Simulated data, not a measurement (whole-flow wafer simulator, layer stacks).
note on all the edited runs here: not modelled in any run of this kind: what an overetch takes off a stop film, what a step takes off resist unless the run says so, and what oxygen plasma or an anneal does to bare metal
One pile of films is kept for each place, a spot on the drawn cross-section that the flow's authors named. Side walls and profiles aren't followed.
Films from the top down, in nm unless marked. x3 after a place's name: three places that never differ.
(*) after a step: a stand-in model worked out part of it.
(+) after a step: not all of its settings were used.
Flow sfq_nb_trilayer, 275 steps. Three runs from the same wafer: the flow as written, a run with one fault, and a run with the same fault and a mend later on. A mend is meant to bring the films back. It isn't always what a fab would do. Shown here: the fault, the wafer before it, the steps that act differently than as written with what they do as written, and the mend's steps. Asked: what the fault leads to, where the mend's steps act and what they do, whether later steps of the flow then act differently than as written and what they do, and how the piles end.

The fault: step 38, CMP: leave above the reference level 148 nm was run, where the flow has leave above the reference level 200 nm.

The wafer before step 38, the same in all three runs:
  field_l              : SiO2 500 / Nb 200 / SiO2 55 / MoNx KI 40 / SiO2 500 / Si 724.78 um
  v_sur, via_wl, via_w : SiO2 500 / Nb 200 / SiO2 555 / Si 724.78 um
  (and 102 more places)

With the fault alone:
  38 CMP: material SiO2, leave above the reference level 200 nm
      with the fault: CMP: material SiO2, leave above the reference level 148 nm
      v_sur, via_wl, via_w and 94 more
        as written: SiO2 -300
        with the fault: SiO2 -352
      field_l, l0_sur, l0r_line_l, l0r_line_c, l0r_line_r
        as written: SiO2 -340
        with the fault: SiO2 -392
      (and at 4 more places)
  Later steps of the flow that act differently than as written (4 more steps differ only slightly, by at most 2% or 0.5 nm, whichever is larger, and aren't shown):
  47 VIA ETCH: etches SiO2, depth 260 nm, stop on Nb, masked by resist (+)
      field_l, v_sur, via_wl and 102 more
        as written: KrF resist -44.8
        with the fault: KrF resist -38.2
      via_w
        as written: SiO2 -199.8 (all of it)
        with the fault: SiO2 -147.8 (all of it)
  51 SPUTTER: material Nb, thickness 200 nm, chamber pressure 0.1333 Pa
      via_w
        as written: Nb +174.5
        with the fault: Nb +185.1
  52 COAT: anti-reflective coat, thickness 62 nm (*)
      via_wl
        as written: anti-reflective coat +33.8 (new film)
        with the fault: anti-reflective coat +36.2 (new film)
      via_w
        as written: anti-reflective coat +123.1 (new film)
        with the fault: anti-reflective coat +110.9 (new film)
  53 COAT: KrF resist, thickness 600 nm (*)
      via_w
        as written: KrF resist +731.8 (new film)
        with the fault: KrF resist +689.5 (new film)
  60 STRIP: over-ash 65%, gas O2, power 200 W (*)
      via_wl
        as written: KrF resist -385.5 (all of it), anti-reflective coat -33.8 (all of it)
        with the fault: KrF resist -389.4 (all of it), anti-reflective coat -36.2 (all of it)
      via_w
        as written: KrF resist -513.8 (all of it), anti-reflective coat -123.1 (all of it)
        with the fault: KrF resist -471.7 (all of it), anti-reflective coat -110.9 (all of it)
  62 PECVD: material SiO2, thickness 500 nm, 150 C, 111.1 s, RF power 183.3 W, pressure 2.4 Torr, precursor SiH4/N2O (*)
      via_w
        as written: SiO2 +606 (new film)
        with the fault: SiO2 +518.9 (new film)
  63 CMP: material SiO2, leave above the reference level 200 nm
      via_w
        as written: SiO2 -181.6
        with the fault: SiO2 -157.1
  At the end the piles differ from the flow's by more than 2% or 0.5 nm, whichever is larger, at v_sur, via_wl, via_w and 86 more.
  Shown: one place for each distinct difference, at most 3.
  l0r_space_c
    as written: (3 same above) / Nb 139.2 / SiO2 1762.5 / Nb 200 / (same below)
    with the fault: (3 same above) / Nb 139.2 / SiO2 1710.5 / Nb 200 / (same below)
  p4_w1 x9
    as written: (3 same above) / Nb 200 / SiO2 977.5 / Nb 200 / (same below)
    with the fault: (3 same above) / Nb 200 / SiO2 925.5 / Nb 200 / (same below)
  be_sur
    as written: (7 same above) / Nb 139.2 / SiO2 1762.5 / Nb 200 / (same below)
    with the fault: (7 same above) / Nb 139.2 / SiO2 1710.5 / Nb 200 / (same below)

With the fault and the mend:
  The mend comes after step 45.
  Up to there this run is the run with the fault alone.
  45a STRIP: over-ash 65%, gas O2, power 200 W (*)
      field_l, v_sur, via_wl and 102 more
        KrF resist -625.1 (all of it), anti-reflective coat -62 (all of it)
      via_w
        anti-reflective coat -62 (all of it)
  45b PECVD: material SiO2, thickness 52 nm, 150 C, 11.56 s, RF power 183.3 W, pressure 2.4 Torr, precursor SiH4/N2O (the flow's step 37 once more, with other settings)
      field_l, v_sur, via_wl and 103 more
        SiO2 +52
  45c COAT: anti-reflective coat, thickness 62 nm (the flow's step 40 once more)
      field_l, v_sur, via_wl and 103 more
        anti-reflective coat +62 (new film)
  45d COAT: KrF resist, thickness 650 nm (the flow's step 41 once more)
      field_l, v_sur, via_wl and 103 more
        KrF resist +650 (new film)
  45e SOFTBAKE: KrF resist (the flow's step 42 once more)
      changes no film at any place that is followed
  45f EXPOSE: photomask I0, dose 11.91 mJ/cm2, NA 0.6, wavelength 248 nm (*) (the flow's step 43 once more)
      changes no film at any place that is followed
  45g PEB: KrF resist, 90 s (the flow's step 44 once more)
      field_l, v_sur, via_wl and 103 more
        KrF resist -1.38
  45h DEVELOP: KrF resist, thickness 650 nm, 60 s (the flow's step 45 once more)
      field_l, v_sur, via_wl and 102 more
        KrF resist -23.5
      via_w
        KrF resist -648.6 (all of it)
  No later step of the flow acts differently than as written, at any place that is followed, by more than 2% or 0.5 nm, whichever is larger.
  At the end the piles differ from the flow's only slightly at the places that both follow, by at most 2% or 0.5 nm, whichever is larger.
